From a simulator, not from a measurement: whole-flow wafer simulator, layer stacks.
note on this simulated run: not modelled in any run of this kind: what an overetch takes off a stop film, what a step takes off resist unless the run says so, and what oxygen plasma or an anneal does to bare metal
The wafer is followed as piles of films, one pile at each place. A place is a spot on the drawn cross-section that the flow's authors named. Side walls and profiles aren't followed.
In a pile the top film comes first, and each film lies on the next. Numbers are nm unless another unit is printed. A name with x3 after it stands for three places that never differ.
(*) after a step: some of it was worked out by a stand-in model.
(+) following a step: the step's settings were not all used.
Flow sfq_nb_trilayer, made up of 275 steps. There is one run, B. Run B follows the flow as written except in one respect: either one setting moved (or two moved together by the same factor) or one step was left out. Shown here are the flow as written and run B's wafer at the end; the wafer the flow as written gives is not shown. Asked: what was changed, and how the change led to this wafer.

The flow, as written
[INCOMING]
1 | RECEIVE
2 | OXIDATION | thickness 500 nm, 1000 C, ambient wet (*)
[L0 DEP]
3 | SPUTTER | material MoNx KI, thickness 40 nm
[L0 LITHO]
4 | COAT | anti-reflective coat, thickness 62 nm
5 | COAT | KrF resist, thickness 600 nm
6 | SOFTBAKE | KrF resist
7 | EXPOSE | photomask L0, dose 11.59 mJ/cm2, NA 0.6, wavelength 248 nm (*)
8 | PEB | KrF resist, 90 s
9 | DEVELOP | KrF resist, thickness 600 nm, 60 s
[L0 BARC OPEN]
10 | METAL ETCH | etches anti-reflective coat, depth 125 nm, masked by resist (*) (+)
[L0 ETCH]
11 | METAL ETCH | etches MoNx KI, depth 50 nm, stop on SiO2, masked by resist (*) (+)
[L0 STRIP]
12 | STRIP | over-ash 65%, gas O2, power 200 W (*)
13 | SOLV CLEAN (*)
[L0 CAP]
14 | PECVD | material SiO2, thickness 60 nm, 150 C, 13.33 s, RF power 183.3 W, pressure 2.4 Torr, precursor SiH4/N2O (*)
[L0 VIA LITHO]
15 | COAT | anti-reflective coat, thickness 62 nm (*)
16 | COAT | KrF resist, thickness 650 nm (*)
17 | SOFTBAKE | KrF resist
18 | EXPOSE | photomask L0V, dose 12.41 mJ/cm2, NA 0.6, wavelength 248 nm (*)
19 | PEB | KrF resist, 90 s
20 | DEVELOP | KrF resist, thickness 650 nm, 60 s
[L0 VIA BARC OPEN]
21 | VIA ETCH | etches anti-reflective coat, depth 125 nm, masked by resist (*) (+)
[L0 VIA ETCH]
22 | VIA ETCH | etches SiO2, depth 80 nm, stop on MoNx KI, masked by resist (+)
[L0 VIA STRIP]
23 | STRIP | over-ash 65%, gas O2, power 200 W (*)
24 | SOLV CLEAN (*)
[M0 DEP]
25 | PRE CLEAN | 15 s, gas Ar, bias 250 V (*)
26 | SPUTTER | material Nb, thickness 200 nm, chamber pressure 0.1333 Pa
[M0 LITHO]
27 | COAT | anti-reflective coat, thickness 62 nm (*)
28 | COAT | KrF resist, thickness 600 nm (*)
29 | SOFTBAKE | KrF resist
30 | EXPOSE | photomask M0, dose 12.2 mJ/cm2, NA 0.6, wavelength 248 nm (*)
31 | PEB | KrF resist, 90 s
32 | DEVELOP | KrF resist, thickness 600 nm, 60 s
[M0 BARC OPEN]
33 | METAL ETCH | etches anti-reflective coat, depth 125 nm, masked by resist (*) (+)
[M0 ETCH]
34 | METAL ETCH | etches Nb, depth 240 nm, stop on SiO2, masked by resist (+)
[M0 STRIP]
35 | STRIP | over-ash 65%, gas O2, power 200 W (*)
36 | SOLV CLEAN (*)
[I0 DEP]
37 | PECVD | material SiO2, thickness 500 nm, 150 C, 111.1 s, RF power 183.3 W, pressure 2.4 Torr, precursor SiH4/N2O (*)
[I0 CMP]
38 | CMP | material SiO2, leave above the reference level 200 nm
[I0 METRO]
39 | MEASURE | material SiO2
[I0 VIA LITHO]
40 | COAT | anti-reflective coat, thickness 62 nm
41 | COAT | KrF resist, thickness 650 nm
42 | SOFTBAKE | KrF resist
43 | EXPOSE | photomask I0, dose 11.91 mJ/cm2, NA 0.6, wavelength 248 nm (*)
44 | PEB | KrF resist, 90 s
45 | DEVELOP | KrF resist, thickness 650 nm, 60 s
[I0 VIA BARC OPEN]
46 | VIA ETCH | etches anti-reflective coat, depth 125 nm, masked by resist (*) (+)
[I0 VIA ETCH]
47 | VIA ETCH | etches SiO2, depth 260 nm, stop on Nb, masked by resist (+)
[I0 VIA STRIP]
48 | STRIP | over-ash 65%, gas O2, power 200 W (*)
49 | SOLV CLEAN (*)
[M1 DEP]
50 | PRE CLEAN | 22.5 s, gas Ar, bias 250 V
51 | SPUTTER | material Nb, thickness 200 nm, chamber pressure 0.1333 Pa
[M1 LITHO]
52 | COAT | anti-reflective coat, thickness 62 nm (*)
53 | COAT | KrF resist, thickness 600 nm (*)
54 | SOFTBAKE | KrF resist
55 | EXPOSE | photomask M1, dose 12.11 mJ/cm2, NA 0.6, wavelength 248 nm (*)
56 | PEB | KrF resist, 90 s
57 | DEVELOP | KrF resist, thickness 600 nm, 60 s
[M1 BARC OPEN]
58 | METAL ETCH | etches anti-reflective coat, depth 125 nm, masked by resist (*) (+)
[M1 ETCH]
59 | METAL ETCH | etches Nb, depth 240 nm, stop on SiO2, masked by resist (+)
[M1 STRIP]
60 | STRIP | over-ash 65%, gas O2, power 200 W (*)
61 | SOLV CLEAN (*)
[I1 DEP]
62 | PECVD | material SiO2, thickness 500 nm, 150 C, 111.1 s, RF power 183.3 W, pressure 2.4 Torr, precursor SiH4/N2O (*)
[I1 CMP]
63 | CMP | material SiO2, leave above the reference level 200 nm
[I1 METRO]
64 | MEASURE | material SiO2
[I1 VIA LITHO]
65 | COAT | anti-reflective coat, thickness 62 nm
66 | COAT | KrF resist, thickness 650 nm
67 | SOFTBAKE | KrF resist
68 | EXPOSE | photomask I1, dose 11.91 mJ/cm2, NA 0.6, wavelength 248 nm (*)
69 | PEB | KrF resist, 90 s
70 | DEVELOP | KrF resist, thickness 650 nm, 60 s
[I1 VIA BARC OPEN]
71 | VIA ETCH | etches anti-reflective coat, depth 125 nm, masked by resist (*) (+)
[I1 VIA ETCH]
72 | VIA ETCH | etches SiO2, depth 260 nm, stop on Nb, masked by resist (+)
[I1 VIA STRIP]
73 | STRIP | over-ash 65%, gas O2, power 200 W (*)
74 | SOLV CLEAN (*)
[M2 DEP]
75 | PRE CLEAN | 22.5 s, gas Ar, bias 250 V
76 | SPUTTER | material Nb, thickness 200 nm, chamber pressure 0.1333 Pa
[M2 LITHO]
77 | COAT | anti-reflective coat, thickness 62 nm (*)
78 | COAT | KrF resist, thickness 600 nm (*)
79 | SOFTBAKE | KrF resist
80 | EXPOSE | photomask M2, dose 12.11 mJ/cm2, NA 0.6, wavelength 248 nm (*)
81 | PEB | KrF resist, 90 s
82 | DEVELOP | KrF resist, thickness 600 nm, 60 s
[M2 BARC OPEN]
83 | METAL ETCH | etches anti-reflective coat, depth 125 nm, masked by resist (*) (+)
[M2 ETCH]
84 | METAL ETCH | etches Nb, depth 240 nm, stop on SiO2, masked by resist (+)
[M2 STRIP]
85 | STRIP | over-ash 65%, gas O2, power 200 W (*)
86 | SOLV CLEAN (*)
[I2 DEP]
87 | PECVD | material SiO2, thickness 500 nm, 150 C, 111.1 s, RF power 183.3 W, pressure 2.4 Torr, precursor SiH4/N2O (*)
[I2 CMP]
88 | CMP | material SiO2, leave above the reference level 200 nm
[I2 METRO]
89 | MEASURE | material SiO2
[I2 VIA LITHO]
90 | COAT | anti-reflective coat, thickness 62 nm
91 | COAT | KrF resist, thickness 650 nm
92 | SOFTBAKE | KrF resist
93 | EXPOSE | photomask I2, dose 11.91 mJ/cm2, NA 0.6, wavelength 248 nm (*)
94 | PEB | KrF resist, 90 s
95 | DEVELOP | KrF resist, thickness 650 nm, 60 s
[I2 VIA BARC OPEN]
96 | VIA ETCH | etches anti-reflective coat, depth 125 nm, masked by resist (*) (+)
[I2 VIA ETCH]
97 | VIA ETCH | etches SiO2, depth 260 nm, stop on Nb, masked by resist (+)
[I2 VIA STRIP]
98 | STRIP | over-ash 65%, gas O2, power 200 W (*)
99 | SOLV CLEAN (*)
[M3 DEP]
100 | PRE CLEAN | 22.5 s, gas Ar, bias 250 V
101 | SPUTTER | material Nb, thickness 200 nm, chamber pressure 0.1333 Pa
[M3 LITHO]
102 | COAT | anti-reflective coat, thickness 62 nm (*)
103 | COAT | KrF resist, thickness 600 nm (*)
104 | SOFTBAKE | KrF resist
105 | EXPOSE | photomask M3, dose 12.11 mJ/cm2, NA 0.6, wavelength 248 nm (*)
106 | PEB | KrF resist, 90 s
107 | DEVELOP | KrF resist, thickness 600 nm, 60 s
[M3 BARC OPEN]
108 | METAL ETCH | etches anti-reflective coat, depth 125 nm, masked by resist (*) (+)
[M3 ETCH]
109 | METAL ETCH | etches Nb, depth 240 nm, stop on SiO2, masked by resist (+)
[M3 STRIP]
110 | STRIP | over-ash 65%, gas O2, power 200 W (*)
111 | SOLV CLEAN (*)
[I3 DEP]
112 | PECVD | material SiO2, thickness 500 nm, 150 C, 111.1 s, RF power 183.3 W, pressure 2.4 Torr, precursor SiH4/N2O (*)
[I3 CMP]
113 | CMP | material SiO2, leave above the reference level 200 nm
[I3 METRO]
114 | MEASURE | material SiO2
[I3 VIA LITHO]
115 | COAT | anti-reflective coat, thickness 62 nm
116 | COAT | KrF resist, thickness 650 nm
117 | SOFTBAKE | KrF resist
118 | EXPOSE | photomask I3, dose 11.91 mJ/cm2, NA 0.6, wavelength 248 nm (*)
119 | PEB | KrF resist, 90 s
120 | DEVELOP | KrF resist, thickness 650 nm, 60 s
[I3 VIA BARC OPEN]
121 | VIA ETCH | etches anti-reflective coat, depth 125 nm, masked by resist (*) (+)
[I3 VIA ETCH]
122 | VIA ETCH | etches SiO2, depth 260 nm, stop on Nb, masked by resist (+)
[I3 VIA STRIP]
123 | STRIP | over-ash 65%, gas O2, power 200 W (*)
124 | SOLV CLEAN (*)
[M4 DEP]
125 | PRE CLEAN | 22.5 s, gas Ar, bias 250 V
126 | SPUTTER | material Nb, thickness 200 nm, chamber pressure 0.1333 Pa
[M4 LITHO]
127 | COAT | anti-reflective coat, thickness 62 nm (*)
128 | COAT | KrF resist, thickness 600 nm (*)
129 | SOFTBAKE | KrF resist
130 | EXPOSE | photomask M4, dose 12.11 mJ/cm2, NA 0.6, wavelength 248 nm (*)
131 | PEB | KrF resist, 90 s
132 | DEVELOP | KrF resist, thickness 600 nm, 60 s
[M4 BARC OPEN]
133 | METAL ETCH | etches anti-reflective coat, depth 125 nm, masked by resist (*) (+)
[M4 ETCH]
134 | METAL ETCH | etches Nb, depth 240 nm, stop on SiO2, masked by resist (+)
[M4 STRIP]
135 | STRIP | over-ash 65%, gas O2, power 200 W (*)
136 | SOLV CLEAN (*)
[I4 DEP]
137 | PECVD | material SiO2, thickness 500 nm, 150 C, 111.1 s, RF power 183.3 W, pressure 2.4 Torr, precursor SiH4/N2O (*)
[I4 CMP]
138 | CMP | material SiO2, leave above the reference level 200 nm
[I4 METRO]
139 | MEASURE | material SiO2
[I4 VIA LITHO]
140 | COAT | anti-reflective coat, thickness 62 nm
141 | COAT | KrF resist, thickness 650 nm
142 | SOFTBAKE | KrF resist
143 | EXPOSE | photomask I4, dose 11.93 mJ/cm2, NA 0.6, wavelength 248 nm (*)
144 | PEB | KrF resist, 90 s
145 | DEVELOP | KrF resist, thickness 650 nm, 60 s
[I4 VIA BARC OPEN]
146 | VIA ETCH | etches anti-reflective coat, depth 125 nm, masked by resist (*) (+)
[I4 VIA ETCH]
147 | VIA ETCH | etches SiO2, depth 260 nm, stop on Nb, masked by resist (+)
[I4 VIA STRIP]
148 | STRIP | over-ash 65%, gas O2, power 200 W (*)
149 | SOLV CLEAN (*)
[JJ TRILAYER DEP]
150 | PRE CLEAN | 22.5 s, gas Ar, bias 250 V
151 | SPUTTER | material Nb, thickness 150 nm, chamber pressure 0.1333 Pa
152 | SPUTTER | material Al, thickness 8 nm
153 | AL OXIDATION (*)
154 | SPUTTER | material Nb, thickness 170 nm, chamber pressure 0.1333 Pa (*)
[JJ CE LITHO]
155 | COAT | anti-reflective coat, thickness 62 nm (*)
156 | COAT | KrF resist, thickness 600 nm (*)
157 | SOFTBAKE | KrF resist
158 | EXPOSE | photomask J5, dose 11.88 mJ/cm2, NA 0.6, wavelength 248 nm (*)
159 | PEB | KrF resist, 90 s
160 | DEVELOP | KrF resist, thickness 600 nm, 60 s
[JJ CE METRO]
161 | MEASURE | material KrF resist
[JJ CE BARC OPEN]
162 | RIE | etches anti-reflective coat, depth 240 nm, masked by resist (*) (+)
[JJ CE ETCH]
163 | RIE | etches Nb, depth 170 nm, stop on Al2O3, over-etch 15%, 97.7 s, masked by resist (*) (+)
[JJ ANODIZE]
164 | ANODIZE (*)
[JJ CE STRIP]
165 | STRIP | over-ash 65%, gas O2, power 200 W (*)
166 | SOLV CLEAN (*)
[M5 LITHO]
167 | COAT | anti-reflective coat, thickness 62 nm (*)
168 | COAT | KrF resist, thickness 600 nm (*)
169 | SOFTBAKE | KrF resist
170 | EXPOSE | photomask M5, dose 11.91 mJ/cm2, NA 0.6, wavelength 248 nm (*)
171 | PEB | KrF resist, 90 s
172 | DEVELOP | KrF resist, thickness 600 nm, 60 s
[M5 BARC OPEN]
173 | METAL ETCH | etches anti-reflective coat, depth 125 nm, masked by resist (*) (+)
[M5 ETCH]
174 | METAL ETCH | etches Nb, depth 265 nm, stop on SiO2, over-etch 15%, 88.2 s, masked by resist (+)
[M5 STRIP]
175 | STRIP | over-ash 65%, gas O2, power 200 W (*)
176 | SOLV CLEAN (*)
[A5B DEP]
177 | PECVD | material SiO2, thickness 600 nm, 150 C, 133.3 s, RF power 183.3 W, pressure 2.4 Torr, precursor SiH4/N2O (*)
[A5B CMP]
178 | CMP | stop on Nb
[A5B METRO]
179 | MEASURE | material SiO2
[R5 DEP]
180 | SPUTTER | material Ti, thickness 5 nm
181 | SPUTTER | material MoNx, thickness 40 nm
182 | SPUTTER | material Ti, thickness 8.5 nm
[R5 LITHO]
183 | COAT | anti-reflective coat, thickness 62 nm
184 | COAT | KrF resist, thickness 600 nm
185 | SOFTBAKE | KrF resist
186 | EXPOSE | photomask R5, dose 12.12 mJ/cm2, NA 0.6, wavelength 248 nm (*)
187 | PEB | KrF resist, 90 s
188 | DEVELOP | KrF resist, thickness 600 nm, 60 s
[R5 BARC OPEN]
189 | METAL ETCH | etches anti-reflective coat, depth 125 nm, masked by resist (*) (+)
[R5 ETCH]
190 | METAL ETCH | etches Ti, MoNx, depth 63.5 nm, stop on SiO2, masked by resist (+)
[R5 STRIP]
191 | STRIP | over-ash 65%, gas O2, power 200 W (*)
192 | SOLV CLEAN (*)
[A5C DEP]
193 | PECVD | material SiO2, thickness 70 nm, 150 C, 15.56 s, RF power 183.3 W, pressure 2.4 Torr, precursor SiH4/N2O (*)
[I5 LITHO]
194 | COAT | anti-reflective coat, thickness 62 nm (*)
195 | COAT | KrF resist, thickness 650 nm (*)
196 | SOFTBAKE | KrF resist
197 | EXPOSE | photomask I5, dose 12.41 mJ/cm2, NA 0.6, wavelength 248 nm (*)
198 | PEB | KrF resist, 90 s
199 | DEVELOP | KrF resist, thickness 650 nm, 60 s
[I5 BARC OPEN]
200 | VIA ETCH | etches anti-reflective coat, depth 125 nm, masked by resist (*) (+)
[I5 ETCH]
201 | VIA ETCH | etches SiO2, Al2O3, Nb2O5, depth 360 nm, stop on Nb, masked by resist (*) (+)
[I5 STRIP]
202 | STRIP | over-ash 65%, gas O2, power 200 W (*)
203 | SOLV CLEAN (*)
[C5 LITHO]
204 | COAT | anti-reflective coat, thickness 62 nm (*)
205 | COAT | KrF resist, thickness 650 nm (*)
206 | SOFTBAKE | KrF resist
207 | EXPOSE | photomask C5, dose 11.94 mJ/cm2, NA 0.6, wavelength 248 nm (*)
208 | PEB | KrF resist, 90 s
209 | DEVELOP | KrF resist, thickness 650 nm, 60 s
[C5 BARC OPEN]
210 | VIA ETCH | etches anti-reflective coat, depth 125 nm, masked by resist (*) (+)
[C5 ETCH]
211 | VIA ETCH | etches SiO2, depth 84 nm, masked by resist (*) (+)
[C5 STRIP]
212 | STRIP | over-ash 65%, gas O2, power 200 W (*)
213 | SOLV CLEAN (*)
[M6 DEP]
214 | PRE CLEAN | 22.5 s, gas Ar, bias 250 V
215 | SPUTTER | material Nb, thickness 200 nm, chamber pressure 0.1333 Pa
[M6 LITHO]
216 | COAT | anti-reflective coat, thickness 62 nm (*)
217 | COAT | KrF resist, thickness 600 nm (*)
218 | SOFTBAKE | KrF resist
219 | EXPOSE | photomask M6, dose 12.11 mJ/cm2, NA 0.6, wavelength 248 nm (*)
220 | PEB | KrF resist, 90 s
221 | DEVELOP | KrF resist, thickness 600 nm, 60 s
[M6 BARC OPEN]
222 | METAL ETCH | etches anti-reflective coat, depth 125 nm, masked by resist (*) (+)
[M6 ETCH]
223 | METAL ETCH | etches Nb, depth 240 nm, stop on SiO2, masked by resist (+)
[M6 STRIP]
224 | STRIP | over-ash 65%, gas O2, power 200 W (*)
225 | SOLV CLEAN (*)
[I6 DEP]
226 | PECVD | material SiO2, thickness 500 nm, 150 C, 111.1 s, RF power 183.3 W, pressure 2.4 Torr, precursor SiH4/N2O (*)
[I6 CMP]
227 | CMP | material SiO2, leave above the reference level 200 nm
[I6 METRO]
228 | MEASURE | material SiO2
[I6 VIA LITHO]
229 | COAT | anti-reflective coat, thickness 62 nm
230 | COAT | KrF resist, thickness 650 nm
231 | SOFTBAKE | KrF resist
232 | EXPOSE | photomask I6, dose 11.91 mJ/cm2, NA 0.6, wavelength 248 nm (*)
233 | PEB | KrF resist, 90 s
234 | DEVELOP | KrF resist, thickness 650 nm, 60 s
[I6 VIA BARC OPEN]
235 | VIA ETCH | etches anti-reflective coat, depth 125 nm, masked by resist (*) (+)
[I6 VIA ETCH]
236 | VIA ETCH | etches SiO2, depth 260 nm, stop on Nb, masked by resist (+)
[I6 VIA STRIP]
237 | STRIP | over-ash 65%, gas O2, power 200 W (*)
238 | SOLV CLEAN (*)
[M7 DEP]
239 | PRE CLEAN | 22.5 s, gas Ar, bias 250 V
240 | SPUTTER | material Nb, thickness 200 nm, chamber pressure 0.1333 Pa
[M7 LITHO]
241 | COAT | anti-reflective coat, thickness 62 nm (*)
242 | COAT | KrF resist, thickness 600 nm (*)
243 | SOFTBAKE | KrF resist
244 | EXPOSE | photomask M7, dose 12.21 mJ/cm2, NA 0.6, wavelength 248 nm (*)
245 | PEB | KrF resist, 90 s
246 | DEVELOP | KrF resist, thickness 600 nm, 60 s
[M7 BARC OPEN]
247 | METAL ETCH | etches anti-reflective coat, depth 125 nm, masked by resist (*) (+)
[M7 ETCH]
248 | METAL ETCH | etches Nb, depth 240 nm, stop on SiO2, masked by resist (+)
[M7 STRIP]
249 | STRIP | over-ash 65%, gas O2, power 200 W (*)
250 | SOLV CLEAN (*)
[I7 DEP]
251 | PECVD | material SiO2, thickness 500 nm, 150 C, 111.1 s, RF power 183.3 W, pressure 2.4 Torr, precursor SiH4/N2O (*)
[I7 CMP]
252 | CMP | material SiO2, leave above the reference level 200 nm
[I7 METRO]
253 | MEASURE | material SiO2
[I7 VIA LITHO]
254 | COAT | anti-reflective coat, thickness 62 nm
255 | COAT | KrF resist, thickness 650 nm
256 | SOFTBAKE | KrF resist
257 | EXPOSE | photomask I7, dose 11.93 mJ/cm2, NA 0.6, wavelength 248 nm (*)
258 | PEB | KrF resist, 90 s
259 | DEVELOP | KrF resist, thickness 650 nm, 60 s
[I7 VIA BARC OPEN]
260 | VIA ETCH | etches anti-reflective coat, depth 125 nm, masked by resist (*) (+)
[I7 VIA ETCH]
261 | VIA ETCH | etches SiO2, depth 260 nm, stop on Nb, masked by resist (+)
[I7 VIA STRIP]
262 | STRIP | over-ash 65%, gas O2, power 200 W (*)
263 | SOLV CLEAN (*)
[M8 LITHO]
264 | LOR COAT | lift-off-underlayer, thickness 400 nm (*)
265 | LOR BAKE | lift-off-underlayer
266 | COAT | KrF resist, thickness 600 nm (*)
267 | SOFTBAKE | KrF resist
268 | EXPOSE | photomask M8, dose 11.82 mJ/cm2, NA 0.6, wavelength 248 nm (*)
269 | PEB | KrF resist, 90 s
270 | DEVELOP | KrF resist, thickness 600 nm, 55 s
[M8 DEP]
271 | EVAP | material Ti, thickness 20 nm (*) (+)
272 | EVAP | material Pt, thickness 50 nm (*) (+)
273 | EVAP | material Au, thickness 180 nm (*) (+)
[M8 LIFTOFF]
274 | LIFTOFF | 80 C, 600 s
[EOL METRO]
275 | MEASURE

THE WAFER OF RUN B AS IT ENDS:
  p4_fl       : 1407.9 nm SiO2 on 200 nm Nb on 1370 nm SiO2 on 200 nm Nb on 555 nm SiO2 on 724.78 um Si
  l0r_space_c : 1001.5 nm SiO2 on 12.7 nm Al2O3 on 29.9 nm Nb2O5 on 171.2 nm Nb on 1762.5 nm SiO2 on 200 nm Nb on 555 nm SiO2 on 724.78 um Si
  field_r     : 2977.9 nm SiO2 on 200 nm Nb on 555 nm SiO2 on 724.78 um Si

The reason: step 151, SPUTTER: thickness 182 nm was run, though the flow has thickness 150 nm.

The path from the change to this, step by step:
  151 | SPUTTER | material Nb, thickness 150 nm, chamber pressure 0.1333 Pa
      field_l, v_sur, via_sp and 100 more: +182 Nb (new film) (as written it would have been: +150 Nb (new film))
      via_wl, via_w, via_wr: +158.5 Nb (as written it would have been: +130.4 Nb)
  155 | COAT | anti-reflective coat, thickness 62 nm (*)
      via_wl, via_wr: +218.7 anti-reflective coat (new film) (as written it would have been: +209.4 anti-reflective coat (new film))
      via_w: +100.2 anti-reflective coat (new film) (as written it would have been: +97.4 anti-reflective coat (new film))
  162 | RIE | etches anti-reflective coat, depth 240 nm, masked by resist (*) (+)
      ce_l, c5j, ce_r, wl_jj: -218.7 KrF resist (as written it would have been: -209.4 KrF resist)
      via_wl, via_wr: -218.7 anti-reflective coat (all of it) (as written it would have been: -209.4 anti-reflective coat (all of it))
      (as well as at 1 more place)
  165 | STRIP | over-ash 65%, gas O2, power 200 W (*)
      ce_l: -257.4 KrF resist (all of it), -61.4 anti-reflective coat (all of it) (as written it would have been: -266.8 KrF resist (all of it), -61.4 anti-reflective coat (all of it))
      c5j: -257.5 KrF resist (all of it), -61.5 anti-reflective coat (all of it) (as written it would have been: -266.9 KrF resist (all of it), -61.5 anti-reflective coat (all of it))
      (as well as at 2 more places)
  167 | COAT | anti-reflective coat, thickness 62 nm (*)
      via_wl: +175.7 anti-reflective coat (new film) (as written it would have been: +170.5 anti-reflective coat (new film))
      via_wr: +175.8 anti-reflective coat (new film) (as written it would have been: +170.6 anti-reflective coat (new film))
      (as well as at 2 more places)
  174 | METAL ETCH | etches Nb, depth 265 nm, stop on SiO2, over-etch 15%, 88.2 s, masked by resist (+)
      field_l, r_sur, res and 49 more: -12.6 Al2O3 (all of it), -29.9 Nb2O5 (all of it), -171.2 Nb (all of it), -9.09 SiO2 (as written it would have been: -12.6 Al2O3 (all of it), -29.9 Nb2O5 (all of it), -139.2 Nb (all of it), -12.3 SiO2)
      wl_a_sl: -12.6 Al2O3 (all of it), -29.9 Nb2O5 (all of it), -171.2 Nb (all of it), -9.1 SiO2 (as written it would have been: -12.6 Al2O3 (all of it), -29.9 Nb2O5 (all of it), -139.2 Nb (all of it), -12.3 SiO2)
  175 | STRIP | over-ash 65%, gas O2, power 200 W (*)
      via_wl: -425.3 KrF resist (all of it), -175.7 anti-reflective coat (all of it) (as written it would have been: -427 KrF resist (all of it), -170.5 anti-reflective coat (all of it))
      via_wr: -425.9 KrF resist (all of it), -175.8 anti-reflective coat (all of it) (as written it would have been: -427.6 KrF resist (all of it), -170.6 anti-reflective coat (all of it))
      (as well as at 2 more places)
  178 | CMP | stop on Nb
      field_l, p4_fl, p4_fm and 39 more: -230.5 SiO2 (as written it would have been: -259.3 SiO2)
      r_sur, res, r_end, moat, field_r, lsp_l: -222.4 SiO2 (as written it would have been: -252.3 SiO2)
      (as well as at 5 more places)
